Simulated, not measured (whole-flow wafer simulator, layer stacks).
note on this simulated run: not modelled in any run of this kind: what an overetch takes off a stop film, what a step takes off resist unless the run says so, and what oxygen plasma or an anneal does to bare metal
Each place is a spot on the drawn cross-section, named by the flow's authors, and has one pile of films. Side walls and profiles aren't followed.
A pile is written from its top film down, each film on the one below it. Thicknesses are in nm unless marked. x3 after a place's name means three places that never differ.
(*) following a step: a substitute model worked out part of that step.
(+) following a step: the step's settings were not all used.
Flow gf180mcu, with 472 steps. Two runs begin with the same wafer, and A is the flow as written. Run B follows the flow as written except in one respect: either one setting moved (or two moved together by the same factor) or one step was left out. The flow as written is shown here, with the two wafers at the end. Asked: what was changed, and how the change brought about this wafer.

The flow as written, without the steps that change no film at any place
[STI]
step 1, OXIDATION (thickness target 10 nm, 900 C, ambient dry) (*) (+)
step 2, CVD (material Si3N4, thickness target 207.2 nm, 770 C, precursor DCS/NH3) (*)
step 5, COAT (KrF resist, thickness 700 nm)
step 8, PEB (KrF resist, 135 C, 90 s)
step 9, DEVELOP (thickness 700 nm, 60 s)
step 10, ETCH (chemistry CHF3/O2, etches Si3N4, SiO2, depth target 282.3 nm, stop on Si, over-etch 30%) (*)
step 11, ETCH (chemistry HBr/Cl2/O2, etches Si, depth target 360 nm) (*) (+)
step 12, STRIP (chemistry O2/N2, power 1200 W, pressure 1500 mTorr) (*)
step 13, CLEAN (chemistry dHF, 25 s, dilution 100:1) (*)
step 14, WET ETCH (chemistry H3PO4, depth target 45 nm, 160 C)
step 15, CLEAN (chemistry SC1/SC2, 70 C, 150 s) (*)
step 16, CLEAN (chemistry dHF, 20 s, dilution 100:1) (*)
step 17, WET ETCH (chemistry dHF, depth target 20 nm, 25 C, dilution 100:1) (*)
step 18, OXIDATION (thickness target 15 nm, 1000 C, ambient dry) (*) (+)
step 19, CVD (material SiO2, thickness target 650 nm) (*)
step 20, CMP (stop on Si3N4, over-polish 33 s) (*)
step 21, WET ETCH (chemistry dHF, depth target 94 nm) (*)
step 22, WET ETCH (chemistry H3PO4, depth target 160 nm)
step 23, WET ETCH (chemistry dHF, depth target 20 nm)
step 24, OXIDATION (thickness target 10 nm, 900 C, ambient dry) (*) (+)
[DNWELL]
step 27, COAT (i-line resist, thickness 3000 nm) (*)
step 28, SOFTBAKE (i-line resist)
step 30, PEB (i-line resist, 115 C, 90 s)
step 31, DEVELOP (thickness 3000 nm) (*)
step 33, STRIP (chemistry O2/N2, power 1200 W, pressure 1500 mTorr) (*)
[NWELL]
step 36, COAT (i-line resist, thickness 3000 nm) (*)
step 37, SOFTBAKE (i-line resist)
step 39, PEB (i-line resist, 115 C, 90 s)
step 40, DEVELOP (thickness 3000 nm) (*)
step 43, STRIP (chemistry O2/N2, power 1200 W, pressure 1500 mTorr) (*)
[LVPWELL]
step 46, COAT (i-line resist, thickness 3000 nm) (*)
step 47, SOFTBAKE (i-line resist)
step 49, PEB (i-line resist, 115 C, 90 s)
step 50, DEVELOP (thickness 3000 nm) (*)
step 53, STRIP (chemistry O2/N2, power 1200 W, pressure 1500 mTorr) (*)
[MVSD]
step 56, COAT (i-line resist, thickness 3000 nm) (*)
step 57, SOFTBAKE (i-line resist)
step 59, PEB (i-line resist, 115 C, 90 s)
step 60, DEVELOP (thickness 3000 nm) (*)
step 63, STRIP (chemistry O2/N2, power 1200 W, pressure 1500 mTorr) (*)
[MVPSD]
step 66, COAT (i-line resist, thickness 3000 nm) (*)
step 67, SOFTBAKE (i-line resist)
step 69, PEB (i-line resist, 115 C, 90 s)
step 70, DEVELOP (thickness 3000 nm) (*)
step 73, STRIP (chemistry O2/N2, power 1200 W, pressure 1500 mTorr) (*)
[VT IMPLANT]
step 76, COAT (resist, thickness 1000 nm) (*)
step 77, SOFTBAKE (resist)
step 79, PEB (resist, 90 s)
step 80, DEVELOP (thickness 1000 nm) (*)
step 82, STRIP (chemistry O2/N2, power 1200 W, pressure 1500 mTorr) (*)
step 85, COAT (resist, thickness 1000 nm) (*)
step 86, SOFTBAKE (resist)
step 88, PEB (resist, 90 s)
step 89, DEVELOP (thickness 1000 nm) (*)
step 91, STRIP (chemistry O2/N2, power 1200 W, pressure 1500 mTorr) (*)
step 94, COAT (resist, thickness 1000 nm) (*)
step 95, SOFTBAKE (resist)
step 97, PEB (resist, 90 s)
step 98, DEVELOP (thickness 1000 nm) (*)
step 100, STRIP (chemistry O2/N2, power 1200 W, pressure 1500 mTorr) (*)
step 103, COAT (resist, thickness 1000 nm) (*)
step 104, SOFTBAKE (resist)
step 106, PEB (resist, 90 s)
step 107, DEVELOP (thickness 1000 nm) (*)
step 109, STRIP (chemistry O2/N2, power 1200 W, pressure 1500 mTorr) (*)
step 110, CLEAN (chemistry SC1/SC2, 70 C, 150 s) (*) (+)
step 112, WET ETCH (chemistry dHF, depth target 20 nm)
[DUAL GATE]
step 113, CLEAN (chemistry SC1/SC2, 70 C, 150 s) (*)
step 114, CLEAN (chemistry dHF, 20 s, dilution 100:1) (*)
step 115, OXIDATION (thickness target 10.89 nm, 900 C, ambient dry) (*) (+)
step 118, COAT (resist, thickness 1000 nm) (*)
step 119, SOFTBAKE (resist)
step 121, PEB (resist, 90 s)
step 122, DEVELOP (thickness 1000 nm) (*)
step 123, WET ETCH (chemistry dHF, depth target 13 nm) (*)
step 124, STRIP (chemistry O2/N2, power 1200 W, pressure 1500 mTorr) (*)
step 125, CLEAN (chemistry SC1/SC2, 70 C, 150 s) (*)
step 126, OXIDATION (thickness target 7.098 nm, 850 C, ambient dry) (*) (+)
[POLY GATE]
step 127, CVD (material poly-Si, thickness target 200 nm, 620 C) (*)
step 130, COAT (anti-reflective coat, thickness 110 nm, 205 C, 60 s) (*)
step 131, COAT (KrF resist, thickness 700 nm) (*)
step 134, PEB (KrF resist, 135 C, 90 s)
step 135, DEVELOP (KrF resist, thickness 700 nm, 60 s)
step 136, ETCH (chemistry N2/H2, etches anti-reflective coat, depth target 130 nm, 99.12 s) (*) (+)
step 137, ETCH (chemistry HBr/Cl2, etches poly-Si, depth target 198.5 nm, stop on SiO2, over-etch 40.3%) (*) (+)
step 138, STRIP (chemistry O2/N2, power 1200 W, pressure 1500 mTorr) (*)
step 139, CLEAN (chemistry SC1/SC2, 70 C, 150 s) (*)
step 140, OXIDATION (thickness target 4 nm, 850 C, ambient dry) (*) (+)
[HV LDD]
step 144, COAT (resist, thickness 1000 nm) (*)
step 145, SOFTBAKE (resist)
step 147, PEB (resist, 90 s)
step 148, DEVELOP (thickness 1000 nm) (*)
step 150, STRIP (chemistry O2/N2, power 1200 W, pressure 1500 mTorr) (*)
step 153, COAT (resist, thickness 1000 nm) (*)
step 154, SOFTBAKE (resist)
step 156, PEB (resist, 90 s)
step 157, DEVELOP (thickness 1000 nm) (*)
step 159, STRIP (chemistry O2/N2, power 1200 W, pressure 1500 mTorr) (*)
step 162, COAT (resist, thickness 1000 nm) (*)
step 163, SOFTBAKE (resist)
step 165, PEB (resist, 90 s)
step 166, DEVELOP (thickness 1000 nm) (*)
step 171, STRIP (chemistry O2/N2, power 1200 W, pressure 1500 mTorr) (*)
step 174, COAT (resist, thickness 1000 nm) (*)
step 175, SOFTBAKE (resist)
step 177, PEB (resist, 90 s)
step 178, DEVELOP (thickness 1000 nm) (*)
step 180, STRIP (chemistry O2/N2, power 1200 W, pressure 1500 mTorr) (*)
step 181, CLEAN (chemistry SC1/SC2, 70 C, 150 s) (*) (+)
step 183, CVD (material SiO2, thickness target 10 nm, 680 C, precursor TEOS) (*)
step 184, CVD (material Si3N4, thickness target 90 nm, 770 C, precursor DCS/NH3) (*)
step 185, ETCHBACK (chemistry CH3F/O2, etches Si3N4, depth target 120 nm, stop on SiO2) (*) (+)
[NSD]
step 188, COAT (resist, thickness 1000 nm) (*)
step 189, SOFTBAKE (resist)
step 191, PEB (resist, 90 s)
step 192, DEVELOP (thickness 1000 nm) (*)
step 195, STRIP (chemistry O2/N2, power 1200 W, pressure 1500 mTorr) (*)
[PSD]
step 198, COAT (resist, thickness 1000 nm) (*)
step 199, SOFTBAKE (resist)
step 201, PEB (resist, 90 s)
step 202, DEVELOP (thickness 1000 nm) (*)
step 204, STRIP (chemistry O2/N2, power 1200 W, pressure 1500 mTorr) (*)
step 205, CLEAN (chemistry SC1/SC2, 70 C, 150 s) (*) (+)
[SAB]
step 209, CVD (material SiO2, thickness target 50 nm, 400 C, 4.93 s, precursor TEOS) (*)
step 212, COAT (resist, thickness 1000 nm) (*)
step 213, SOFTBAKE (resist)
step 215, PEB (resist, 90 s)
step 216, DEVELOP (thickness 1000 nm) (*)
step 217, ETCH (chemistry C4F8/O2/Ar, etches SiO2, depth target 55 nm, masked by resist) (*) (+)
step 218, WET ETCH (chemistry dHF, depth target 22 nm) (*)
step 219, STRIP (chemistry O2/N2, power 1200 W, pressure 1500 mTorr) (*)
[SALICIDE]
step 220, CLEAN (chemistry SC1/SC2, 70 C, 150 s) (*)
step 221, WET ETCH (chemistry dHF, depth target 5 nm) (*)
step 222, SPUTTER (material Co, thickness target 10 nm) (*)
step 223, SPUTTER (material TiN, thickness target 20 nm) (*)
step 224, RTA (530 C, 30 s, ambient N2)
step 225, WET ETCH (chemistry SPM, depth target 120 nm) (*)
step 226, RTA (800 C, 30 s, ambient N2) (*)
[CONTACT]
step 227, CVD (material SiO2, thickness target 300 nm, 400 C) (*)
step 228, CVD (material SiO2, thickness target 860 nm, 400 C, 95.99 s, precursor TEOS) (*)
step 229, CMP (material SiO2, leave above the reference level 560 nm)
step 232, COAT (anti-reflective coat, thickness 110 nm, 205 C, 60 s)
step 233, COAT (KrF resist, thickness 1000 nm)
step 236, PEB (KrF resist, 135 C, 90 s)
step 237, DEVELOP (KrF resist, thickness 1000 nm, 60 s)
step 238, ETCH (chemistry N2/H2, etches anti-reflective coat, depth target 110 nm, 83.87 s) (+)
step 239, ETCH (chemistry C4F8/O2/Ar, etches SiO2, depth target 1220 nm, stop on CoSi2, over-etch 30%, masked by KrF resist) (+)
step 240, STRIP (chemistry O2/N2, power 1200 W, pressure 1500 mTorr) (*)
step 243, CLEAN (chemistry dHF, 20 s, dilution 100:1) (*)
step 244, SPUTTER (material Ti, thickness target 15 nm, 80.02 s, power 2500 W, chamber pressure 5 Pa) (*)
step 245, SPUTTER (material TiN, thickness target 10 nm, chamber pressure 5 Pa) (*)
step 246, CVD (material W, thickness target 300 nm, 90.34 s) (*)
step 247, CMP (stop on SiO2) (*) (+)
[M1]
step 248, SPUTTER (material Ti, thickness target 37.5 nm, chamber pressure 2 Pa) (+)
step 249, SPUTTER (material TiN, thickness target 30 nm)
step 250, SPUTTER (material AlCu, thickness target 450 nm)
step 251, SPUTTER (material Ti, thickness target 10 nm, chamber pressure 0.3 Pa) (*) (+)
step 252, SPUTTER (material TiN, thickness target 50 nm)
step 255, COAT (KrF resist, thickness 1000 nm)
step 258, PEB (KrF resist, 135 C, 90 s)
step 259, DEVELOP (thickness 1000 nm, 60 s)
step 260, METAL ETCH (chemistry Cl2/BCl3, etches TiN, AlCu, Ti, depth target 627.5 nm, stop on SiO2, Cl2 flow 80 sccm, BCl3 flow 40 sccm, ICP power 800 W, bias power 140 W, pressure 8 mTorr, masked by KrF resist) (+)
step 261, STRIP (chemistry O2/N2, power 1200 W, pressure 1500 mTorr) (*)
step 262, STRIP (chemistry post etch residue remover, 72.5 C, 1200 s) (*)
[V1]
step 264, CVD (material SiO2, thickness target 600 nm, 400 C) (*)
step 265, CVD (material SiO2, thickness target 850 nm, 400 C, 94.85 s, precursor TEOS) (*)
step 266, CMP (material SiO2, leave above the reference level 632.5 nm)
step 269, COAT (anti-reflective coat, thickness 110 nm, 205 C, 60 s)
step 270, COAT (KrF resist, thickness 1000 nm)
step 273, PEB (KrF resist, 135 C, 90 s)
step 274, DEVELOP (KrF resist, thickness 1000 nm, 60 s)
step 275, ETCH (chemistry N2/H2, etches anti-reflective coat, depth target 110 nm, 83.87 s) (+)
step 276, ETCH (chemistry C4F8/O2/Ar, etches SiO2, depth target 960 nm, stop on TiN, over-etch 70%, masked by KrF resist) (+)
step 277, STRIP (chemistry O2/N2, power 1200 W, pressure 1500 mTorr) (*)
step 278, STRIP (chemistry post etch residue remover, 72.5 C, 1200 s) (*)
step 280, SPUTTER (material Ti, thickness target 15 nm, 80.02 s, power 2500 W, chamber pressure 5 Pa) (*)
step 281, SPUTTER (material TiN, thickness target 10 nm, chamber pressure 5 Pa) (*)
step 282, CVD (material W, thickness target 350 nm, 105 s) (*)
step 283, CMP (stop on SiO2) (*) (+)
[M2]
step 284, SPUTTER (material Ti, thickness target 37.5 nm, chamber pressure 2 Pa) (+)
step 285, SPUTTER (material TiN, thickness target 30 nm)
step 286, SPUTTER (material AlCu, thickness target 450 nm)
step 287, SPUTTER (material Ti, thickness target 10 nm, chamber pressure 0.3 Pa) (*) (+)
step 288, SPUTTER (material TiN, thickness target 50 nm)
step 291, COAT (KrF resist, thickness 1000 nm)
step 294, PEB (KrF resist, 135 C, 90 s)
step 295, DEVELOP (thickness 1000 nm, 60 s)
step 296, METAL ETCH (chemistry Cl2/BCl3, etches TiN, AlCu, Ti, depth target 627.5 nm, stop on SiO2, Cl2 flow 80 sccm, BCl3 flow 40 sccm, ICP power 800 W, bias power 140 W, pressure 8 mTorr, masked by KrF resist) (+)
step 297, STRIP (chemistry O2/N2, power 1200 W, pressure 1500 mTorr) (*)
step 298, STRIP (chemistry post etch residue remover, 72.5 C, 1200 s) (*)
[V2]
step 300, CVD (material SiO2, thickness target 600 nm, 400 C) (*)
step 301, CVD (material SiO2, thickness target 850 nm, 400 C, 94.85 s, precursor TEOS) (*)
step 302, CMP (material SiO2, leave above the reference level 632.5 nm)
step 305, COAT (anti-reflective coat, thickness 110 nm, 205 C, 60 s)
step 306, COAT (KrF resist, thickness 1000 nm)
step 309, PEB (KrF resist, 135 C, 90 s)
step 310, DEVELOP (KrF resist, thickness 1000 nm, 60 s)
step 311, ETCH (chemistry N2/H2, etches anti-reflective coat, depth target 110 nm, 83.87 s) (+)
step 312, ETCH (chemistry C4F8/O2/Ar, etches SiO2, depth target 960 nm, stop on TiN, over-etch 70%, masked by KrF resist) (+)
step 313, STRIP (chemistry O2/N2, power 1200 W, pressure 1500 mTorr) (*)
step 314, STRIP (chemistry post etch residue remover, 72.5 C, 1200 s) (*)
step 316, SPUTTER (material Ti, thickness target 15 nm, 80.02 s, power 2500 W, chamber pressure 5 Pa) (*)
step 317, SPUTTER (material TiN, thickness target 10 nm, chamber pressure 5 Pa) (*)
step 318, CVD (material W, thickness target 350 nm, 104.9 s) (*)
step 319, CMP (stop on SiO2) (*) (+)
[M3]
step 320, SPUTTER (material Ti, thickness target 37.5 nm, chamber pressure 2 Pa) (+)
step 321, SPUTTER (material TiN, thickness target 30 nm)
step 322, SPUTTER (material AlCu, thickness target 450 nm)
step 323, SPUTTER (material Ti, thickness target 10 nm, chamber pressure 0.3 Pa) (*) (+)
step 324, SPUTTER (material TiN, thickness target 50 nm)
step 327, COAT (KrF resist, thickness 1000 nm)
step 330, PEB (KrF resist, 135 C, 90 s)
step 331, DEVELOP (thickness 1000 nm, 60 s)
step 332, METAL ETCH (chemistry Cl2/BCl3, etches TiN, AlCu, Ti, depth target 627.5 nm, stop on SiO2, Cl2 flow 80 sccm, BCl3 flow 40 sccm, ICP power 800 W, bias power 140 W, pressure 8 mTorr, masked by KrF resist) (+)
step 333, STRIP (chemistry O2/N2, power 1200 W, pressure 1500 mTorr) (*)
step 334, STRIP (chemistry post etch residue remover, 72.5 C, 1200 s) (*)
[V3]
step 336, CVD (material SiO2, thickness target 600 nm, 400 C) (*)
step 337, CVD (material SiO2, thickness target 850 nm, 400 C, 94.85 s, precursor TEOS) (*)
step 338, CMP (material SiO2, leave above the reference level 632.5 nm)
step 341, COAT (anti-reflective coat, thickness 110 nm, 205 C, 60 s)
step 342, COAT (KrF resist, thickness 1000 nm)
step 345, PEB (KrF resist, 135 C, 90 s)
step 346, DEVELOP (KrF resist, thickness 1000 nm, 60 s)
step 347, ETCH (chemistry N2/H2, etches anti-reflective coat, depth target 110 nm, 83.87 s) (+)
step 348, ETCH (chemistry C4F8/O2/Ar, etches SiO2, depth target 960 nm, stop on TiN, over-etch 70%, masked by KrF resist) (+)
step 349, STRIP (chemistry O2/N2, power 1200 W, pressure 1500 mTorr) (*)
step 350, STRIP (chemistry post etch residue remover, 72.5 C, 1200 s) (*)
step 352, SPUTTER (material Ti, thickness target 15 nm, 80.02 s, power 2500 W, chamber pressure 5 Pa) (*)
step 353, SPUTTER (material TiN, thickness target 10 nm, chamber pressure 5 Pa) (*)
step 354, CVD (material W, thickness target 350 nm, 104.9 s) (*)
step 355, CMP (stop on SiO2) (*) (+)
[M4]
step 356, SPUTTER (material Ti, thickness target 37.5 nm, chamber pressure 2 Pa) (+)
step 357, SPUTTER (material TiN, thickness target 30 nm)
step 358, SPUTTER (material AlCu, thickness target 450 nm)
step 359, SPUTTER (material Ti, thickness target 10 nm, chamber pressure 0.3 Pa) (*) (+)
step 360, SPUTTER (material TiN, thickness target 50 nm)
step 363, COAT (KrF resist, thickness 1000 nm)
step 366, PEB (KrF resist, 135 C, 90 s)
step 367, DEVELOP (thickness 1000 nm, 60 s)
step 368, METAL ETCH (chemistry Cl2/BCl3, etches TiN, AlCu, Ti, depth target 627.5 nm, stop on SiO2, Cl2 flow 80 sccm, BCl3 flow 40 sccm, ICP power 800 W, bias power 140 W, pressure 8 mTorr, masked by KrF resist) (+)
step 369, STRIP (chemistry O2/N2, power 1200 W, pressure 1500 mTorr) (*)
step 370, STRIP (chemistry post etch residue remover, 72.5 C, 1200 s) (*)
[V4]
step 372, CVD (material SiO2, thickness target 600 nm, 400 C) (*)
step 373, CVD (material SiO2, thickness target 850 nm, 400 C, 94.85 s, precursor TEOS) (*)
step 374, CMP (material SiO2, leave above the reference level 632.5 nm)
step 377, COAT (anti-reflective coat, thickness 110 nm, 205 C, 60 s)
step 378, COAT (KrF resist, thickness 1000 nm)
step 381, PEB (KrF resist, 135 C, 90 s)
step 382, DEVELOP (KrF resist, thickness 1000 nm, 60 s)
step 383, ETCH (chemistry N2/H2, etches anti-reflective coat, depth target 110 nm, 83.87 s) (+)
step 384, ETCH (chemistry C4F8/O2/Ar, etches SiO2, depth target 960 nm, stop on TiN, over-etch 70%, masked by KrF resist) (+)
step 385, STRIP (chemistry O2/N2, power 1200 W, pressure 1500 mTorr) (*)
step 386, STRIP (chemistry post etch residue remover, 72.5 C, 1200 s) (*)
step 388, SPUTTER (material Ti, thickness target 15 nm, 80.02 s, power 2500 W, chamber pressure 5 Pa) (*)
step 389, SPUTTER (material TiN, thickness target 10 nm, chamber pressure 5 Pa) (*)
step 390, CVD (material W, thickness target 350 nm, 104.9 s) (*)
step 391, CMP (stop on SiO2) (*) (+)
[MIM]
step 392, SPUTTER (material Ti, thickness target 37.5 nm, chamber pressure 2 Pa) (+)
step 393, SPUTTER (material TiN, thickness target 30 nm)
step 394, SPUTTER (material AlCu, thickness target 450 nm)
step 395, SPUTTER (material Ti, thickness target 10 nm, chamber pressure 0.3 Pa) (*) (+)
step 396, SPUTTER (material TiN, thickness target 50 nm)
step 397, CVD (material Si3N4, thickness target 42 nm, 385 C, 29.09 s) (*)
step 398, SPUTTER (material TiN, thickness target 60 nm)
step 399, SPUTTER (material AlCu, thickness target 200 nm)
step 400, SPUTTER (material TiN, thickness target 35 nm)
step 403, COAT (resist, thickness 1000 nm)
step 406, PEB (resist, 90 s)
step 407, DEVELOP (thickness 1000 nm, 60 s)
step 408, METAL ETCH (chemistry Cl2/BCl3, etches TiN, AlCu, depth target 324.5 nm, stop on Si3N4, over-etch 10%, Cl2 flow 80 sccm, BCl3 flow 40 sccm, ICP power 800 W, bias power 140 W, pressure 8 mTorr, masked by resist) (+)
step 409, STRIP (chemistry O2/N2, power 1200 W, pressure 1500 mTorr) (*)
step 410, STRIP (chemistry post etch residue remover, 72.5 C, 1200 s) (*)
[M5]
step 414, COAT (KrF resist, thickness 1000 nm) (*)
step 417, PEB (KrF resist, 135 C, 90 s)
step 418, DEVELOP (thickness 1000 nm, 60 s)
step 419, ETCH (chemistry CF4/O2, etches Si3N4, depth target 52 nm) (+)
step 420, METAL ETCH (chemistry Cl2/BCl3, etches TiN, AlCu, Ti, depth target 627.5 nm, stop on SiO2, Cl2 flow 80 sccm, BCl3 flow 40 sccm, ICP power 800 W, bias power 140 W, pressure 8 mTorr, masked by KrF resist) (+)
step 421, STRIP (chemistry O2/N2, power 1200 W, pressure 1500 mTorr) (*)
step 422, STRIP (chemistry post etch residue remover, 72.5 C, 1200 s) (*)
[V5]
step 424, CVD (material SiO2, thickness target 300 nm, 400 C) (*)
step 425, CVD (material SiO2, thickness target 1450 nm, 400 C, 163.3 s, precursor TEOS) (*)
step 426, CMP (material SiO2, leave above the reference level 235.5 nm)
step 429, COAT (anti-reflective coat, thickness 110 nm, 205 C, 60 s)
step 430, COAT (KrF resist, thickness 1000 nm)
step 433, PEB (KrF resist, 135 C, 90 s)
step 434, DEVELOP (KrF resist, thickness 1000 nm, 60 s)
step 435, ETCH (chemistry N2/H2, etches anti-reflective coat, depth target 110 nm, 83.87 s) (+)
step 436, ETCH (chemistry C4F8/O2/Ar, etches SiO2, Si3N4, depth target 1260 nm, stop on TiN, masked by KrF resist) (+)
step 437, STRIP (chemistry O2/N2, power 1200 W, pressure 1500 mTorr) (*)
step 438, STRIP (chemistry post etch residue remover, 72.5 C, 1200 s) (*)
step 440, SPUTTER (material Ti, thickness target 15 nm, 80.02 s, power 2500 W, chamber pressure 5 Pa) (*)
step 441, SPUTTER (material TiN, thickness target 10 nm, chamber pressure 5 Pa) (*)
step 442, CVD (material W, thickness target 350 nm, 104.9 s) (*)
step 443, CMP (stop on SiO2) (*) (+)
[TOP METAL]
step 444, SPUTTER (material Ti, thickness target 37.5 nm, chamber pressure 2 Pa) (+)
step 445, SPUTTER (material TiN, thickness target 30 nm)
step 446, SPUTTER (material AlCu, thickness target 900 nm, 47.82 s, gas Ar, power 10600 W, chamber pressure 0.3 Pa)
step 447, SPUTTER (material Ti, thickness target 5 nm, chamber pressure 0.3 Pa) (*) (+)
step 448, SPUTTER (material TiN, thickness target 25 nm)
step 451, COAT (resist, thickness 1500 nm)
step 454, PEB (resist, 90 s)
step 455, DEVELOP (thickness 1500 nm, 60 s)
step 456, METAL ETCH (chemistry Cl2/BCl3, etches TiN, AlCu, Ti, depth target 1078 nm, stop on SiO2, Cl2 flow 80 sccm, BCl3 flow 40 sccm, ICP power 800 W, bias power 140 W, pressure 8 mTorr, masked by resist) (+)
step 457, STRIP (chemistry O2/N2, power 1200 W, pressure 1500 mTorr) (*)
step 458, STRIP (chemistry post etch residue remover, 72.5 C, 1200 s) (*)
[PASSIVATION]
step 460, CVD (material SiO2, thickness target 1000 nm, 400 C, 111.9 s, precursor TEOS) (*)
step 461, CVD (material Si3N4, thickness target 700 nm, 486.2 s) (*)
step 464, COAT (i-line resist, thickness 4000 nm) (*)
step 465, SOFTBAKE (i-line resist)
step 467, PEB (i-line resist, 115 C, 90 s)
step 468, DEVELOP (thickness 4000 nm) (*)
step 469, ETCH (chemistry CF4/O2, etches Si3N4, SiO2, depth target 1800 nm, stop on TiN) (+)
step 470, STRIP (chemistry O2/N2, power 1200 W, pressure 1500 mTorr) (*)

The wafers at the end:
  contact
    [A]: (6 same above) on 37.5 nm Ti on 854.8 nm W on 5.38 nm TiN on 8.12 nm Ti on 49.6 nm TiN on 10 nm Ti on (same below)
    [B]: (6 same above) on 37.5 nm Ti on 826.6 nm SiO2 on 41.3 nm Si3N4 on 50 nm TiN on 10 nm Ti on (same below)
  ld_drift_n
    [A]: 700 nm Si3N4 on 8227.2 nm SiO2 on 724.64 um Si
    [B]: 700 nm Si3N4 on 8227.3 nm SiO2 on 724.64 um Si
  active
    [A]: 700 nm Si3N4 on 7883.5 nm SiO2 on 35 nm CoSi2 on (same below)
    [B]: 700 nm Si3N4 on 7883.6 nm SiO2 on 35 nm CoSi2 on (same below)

The reason: step 436, ETCH: chemistry C4F8/O2/Ar, etches SiO2, Si3N4, depth target 1260 nm, stop on TiN, masked by KrF resist (+), was skipped.

The path from the change to this, step by step:
  step 437, STRIP (chemistry O2/N2, power 1200 W, pressure 1500 mTorr) (*)
      field, field__w1, field__w2 and 108 more: A -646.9 KrF resist (all of it), -110 anti-reflective coat (all of it) | B -898.9 KrF resist (all of it), -110 anti-reflective coat (all of it)
  step 440, SPUTTER (material Ti, thickness target 15 nm, 80.02 s, power 2500 W, chamber pressure 5 Pa) (*)
      contact: A +8.12 Ti (new film) | B +15 Ti (new film)
  step 441, SPUTTER (material TiN, thickness target 10 nm, chamber pressure 5 Pa) (*)
      contact: A +5.38 TiN (new film) | B +10 TiN (new film)
  step 442, CVD (material W, thickness target 350 nm, 104.9 s) (*)
      contact: A +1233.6 W (new film) | B +350 W (new film)
  step 443, CMP (stop on SiO2) (*) (+)
      contact: A -378.8 W | B -350 W (all of it), -10 TiN (all of it), -15 Ti (all of it), -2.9 SiO2
With metal films that touch counted as one body, contact has 2 bodies (between them, from the top down: SiO2 826.6 / Si3N4 41.3); the flow as written gives 1 body.
